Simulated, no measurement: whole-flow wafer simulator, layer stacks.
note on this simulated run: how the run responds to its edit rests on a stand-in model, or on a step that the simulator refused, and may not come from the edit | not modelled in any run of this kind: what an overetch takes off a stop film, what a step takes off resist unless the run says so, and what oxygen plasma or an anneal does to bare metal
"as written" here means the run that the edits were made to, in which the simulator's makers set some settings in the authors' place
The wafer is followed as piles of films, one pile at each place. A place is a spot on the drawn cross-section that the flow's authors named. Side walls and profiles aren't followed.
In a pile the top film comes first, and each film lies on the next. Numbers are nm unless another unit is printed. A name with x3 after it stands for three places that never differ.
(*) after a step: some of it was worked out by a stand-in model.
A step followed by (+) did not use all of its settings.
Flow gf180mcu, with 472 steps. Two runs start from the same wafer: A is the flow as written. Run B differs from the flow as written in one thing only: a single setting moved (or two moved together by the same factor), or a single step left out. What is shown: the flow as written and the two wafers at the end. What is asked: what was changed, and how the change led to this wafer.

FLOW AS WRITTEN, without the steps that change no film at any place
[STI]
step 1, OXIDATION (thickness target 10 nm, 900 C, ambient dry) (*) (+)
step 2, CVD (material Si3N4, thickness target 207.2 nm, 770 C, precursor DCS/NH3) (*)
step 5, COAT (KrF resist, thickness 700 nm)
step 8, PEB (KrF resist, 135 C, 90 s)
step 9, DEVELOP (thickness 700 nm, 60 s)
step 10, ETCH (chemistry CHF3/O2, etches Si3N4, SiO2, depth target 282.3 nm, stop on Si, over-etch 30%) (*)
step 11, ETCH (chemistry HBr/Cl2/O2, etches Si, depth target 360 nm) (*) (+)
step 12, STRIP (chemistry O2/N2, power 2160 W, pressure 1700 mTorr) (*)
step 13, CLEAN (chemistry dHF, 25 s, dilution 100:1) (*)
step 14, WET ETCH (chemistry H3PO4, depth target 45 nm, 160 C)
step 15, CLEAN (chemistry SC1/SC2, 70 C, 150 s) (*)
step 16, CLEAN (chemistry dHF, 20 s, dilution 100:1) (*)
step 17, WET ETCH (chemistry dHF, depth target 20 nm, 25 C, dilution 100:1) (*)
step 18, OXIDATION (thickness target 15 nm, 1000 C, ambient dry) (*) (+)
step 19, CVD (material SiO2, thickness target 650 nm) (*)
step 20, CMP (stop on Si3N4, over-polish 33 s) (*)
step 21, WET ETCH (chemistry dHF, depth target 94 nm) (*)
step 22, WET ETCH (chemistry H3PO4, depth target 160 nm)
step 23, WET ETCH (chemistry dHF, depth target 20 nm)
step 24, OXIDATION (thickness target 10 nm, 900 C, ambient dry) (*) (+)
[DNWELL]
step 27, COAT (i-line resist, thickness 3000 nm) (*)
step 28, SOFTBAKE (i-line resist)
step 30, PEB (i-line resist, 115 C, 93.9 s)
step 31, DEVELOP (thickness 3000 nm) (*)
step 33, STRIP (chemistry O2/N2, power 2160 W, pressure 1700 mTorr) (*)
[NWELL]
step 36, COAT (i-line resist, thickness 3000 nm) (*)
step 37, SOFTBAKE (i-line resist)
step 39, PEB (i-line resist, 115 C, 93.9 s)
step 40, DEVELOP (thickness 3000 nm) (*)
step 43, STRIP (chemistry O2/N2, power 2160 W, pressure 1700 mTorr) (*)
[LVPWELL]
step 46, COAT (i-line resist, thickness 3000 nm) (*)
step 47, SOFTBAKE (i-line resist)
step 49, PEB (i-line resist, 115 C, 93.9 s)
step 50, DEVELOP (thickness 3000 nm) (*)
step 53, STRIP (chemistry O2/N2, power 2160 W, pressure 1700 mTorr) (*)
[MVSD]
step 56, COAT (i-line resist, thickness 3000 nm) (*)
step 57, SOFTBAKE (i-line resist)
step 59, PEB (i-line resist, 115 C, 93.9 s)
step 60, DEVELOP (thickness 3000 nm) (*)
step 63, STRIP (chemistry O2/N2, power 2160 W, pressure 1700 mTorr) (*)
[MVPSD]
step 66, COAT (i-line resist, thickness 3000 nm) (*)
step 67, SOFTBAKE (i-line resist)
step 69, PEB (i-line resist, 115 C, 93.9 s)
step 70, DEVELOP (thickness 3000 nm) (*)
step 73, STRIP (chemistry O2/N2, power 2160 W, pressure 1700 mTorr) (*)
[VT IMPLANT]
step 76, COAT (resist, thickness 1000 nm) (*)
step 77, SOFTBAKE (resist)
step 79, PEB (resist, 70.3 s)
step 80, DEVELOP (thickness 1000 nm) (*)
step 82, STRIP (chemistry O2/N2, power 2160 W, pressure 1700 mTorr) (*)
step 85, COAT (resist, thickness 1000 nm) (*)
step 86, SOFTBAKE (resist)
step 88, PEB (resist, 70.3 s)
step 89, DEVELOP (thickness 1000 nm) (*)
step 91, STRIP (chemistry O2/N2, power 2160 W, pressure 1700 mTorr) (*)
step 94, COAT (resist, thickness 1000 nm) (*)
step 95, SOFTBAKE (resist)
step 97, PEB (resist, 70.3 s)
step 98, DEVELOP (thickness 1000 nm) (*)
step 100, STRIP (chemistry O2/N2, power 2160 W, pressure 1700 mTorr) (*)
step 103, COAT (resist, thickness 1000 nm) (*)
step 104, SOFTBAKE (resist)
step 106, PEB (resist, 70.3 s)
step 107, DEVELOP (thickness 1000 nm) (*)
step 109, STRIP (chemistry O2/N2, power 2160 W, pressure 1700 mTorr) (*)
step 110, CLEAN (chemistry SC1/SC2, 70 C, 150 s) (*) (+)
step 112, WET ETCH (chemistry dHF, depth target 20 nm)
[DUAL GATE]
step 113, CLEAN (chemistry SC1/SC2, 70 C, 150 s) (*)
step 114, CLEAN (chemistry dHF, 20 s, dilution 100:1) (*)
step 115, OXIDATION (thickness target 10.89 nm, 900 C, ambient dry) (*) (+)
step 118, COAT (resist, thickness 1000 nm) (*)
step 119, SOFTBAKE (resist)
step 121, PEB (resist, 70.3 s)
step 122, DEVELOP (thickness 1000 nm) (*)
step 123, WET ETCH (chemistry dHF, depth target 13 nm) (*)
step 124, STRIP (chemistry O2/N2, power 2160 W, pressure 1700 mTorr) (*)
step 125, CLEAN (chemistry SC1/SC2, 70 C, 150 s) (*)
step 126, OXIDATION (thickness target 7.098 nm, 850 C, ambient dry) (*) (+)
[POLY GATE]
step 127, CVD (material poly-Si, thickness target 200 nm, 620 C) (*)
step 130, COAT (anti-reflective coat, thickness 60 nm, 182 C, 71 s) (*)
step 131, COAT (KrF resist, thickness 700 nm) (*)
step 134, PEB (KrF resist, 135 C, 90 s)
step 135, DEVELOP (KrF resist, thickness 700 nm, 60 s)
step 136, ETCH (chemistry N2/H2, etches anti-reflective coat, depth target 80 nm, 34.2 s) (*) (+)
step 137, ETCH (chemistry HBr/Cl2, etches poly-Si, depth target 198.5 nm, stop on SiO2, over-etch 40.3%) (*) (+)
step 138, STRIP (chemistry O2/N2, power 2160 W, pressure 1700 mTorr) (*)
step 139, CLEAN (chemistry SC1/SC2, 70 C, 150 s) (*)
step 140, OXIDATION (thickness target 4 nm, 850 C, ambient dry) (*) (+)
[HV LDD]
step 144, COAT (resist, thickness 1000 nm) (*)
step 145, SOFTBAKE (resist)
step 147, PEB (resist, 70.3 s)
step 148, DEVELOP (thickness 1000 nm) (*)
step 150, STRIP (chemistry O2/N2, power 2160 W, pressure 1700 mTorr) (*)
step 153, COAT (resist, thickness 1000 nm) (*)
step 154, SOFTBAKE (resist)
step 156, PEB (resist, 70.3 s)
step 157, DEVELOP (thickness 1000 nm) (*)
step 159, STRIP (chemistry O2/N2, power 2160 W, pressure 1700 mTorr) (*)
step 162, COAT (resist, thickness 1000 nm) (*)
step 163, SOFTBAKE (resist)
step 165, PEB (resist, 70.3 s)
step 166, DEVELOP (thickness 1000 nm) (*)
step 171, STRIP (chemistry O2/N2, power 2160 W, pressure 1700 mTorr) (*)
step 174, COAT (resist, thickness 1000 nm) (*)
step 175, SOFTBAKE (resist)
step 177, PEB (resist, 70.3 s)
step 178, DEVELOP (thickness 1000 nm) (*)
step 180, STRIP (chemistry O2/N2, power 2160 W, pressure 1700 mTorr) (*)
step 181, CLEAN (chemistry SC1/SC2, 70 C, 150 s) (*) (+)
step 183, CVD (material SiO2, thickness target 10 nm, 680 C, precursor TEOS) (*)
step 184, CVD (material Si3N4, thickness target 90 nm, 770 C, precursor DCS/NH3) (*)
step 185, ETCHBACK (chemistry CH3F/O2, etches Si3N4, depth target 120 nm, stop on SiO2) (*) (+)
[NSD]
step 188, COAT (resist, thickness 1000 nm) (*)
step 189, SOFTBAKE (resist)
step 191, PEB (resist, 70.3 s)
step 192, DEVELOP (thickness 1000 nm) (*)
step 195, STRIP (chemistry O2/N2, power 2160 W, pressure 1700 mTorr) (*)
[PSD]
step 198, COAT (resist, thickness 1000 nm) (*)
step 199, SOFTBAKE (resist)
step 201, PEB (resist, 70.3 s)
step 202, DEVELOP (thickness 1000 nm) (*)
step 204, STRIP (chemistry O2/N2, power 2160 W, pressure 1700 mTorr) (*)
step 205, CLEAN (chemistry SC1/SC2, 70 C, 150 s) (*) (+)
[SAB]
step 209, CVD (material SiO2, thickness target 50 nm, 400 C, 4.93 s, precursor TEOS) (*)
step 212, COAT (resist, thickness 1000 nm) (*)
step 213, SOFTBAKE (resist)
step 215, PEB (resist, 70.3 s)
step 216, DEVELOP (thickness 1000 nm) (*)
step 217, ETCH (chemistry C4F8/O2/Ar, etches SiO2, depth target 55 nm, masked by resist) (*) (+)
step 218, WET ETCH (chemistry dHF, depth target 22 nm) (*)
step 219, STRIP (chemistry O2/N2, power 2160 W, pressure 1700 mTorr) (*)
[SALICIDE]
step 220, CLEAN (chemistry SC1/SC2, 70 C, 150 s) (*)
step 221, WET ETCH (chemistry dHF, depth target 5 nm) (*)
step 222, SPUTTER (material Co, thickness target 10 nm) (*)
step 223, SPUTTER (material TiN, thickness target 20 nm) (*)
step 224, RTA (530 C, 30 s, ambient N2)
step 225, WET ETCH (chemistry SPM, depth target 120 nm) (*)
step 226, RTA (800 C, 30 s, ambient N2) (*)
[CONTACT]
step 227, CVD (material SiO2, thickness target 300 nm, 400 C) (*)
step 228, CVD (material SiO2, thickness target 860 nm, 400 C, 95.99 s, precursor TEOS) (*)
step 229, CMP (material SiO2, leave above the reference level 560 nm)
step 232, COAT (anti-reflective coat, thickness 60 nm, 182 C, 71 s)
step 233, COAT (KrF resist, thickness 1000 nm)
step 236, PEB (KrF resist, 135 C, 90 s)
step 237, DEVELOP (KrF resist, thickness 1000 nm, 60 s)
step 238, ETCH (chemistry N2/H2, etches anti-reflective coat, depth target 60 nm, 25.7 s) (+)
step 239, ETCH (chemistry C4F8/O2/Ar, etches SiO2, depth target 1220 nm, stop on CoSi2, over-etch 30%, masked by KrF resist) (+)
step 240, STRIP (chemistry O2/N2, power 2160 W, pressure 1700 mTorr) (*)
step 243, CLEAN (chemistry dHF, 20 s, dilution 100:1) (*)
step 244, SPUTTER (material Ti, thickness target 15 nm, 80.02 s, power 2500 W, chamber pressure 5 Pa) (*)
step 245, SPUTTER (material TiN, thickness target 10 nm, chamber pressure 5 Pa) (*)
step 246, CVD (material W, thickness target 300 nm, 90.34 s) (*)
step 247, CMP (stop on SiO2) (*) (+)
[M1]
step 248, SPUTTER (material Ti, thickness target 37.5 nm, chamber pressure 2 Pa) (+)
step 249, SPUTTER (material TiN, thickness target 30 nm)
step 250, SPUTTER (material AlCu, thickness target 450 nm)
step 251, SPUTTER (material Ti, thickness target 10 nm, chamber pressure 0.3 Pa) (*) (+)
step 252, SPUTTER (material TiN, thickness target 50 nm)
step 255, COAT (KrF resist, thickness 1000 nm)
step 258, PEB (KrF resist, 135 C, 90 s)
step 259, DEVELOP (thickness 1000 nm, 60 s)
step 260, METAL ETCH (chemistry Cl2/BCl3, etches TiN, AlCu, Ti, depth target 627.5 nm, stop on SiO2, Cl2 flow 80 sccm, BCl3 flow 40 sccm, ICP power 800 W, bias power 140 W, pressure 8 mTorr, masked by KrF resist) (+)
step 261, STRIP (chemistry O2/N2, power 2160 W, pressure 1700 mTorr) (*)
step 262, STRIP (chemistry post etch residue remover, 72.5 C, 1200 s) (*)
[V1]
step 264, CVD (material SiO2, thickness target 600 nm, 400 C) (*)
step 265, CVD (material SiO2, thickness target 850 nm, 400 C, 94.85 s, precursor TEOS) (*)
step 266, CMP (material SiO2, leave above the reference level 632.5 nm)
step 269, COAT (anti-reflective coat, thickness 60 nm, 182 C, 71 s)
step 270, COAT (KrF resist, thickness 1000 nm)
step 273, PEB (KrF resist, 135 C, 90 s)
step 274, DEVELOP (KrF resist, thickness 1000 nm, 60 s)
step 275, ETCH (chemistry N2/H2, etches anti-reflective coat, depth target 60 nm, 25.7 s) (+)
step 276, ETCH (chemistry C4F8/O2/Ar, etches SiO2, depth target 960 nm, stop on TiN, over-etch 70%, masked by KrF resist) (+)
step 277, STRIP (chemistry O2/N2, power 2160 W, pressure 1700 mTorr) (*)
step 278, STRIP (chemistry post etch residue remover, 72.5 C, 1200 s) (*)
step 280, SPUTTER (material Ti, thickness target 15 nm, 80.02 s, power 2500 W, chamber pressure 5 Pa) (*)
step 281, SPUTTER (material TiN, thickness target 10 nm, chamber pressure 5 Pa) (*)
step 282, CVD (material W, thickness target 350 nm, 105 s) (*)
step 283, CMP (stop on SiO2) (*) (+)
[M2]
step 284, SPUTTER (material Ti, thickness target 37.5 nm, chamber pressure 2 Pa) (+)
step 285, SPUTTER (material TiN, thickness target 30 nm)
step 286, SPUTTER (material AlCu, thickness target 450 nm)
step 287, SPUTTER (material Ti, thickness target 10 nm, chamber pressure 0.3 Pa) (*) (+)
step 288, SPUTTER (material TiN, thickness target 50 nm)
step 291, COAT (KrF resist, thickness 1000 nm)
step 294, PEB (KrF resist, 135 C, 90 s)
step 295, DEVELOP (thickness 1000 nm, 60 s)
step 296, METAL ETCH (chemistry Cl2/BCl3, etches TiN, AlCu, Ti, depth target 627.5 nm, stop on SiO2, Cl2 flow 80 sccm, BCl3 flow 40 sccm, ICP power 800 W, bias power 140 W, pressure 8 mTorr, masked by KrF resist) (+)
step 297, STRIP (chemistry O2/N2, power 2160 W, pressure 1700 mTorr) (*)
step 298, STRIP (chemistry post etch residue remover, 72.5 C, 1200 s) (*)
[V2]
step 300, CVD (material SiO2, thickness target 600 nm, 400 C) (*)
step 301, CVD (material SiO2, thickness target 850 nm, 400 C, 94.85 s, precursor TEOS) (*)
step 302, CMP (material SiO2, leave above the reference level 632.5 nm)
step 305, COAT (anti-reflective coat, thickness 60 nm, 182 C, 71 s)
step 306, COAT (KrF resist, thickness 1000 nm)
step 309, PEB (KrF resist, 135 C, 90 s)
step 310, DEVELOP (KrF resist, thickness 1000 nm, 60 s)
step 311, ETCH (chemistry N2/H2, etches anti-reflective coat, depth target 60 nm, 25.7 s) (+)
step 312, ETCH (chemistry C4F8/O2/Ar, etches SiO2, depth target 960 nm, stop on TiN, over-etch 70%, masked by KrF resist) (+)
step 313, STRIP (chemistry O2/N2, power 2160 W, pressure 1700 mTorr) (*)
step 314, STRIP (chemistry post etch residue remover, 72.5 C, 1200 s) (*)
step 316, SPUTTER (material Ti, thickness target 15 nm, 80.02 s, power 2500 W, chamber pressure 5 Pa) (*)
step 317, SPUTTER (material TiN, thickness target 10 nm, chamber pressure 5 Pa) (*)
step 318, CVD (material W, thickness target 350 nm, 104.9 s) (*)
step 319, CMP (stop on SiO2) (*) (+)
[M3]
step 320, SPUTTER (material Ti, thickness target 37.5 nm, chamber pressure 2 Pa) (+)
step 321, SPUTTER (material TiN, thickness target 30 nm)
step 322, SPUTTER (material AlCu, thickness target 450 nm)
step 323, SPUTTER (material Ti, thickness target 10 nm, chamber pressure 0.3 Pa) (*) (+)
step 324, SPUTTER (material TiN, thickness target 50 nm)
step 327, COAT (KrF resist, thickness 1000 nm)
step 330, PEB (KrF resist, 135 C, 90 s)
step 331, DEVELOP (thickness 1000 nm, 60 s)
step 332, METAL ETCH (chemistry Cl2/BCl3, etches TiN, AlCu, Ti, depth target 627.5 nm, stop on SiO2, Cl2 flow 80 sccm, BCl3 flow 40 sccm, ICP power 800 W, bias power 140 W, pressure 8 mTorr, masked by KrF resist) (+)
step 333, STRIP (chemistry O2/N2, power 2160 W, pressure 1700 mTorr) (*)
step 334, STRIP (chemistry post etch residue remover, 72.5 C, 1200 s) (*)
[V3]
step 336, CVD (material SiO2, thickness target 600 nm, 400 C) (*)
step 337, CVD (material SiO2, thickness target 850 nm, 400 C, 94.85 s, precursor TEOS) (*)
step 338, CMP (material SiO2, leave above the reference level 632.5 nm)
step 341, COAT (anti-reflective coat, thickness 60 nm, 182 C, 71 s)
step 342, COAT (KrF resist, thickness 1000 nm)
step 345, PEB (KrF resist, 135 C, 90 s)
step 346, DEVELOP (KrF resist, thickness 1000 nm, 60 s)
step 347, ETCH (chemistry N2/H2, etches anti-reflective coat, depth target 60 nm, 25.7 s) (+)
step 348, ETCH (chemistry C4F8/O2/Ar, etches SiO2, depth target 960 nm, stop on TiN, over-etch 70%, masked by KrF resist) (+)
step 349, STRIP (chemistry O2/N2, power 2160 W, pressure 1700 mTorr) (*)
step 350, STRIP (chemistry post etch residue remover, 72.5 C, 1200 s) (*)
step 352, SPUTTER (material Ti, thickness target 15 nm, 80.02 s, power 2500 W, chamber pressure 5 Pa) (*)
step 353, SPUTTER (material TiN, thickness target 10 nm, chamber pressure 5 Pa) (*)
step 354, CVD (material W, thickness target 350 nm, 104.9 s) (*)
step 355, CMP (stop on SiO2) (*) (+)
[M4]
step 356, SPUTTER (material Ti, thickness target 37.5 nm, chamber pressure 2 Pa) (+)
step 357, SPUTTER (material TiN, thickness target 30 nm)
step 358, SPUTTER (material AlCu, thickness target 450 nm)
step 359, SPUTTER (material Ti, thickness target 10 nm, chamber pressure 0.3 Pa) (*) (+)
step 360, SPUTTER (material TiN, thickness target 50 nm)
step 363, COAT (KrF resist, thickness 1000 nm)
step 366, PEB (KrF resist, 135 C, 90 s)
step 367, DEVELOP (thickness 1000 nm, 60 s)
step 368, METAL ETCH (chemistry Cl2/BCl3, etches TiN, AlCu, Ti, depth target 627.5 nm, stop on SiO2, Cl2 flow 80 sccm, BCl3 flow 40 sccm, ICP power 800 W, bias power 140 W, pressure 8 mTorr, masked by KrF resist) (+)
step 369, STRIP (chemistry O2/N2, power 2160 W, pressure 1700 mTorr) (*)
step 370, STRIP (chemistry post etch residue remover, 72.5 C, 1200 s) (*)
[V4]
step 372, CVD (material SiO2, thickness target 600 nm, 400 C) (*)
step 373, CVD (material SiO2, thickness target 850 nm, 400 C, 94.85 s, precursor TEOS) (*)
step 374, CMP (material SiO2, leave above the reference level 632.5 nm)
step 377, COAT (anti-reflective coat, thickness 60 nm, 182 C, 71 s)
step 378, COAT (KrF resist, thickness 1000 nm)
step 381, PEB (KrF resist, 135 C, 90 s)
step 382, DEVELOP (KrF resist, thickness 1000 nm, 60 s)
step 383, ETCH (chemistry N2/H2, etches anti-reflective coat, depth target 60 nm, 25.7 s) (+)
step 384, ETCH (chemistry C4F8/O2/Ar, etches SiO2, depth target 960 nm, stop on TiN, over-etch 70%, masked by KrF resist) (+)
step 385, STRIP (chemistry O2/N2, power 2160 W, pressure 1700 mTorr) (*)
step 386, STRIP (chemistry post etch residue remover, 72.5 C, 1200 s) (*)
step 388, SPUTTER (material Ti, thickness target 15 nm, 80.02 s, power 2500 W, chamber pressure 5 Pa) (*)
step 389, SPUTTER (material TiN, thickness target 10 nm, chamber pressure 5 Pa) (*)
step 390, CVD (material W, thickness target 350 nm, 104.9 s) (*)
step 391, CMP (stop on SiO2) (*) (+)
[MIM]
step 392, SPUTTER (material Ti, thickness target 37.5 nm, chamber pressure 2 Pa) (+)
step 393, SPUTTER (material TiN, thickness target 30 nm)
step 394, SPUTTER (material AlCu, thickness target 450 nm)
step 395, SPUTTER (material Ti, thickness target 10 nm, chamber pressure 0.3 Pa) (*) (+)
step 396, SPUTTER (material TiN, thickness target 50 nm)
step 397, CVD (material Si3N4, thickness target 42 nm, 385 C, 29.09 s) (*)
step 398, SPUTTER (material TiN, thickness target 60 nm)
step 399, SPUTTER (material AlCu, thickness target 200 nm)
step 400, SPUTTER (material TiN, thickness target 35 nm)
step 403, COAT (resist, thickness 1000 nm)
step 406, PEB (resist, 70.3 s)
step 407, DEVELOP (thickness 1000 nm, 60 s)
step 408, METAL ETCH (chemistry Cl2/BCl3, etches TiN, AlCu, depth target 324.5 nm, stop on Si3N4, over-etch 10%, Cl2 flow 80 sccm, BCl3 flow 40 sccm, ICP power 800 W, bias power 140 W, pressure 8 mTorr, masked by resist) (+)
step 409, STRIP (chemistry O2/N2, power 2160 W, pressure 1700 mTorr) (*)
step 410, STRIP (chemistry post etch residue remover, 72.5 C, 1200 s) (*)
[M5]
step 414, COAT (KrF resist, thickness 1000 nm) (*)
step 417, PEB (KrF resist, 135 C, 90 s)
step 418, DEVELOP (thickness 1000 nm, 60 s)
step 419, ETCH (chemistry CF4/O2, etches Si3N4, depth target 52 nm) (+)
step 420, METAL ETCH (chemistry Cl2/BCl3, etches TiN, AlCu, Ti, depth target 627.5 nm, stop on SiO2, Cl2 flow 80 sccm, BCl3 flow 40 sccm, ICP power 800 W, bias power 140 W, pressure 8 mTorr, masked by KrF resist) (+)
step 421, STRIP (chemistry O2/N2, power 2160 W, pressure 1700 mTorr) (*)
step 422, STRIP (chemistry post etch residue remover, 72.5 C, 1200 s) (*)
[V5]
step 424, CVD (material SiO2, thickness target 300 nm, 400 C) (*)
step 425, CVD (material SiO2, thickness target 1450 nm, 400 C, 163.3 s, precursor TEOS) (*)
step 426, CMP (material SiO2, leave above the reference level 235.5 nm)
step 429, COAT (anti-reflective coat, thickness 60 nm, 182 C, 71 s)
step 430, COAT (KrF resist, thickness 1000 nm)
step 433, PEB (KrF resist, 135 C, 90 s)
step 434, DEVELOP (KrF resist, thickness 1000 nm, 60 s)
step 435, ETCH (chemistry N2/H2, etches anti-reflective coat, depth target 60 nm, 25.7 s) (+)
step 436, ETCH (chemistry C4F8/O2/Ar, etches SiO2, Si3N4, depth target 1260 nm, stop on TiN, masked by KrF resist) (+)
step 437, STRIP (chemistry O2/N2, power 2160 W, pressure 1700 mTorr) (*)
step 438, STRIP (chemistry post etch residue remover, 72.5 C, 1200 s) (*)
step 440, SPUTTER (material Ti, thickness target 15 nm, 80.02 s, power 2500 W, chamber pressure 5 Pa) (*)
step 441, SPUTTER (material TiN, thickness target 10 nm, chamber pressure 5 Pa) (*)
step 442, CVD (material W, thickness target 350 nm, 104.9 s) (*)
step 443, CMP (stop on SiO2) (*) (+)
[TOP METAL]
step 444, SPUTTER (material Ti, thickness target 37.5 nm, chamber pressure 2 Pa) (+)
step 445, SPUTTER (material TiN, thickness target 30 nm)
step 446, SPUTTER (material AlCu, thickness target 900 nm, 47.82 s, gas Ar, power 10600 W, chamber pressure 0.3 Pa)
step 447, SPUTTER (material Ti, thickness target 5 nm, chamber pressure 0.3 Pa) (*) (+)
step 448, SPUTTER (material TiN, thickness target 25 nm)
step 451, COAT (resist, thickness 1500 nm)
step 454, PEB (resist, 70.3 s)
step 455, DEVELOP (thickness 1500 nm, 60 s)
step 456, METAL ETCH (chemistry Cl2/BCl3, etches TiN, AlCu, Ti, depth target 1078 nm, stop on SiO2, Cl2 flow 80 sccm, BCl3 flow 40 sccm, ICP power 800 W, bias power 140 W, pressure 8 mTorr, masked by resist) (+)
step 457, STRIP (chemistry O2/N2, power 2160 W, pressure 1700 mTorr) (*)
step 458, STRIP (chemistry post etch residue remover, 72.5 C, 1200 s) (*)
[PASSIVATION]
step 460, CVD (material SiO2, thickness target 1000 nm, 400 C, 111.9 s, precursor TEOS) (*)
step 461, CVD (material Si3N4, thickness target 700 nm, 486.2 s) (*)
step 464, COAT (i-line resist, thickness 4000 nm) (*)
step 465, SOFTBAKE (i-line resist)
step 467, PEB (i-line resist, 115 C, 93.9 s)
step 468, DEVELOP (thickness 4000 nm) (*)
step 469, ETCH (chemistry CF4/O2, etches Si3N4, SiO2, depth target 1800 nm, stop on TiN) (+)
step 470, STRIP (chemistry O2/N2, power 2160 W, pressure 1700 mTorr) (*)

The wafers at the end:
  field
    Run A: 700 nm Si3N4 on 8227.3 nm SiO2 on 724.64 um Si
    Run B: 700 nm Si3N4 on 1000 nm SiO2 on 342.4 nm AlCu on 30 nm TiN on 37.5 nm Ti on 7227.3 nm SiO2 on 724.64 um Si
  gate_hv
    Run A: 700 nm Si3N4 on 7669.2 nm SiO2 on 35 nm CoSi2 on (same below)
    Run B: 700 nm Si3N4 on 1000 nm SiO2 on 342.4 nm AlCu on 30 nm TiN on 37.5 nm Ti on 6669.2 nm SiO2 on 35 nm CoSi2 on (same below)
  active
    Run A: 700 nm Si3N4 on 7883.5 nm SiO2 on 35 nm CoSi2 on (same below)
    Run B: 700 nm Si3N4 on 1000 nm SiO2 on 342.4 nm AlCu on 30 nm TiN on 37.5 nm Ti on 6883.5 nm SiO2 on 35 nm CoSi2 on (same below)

Cause: step 456, METAL ETCH: depth target 581.9 nm was run, whereas the flow has depth target 1078 nm.

Step by step, how the change led to this:
  step 456, METAL ETCH (chemistry Cl2/BCl3, etches TiN, AlCu, Ti, depth target 1078 nm, stop on SiO2, Cl2 flow 80 sccm, BCl3 flow 40 sccm, ICP power 800 W, bias power 140 W, pressure 8 mTorr, masked by resist) (+)
      field, field__w1, field__w2 and 103 more: A -25 TiN (all of it), -5 Ti (all of it), -900 AlCu (all of it), -30 TiN (all of it), -37.5 Ti (all of it) | B -25 TiN (all of it), -5 Ti (all of it), -551.9 AlCu
      field__w8, contact, m1, m1__w1, pad, m1_nw: A -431 resist | B -232.8 resist
  step 457, STRIP (chemistry O2/N2, power 2160 W, pressure 1700 mTorr) (*)
      field__w8, contact, m1, m1__w1, pad, m1_nw: A -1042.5 resist (all of it) | B -1240.7 resist (all of it)
  step 458, STRIP (chemistry post etch residue remover, 72.5 C, 1200 s) (*)
      field, field__w1, field__w2 and 103 more: A nothing | B -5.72 AlCu
  step 460, CVD (material SiO2, thickness target 1000 nm, 400 C, 111.9 s, precursor TEOS) (*)
      field, field__w1, field__w2 and 103 more: A +1000 SiO2 | B +1000 SiO2 (new film)
  step 464, COAT (i-line resist, thickness 4000 nm) (*)
      field: A +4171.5 i-line resist (new film) | B +4088 i-line resist (new film)
      field__w8: A +3093.1 i-line resist (new film) | B +3459.3 i-line resist (new film)
      (also at 6 further places)
  step 465, SOFTBAKE (i-line resist)
      gate: A +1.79 i-line resist | B -0.93 i-line resist
      field__w11, field__w13: A +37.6 i-line resist | B +18.5 i-line resist
      (also at 66 further places)
  step 467, PEB (i-line resist, 115 C, 93.9 s)
      field__w8, m1__w1: A -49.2 i-line resist | B -56.7 i-line resist
      contact, m1: A -49.6 i-line resist | B -56.9 i-line resist
      (also at 2 further places)
  step 468, DEVELOP (thickness 4000 nm) (*)
      pad: A -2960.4 i-line resist (all of it) | B -3359.7 i-line resist (all of it)
  step 470, STRIP (chemistry O2/N2, power 2160 W, pressure 1700 mTorr) (*)
      field__w8, m1__w1: A -1775.9 i-line resist (all of it) | B -2168.9 i-line resist (all of it)
      contact: A -1798.3 i-line resist (all of it) | B -2179.4 i-line resist (all of it)
      (also at 2 further places)
With metal films that touch counted as one body, field has 1 body; the flow as written gives 0 bodies.
With metal films that touch counted as one body, gate_hv has 2 bodies (between them, from the top down: SiO2 6669.2); the flow as written gives 1 body.
With metal films that touch counted as one body, active has 2 bodies (between them, from the top down: SiO2 6883.5); the flow as written gives 1 body.
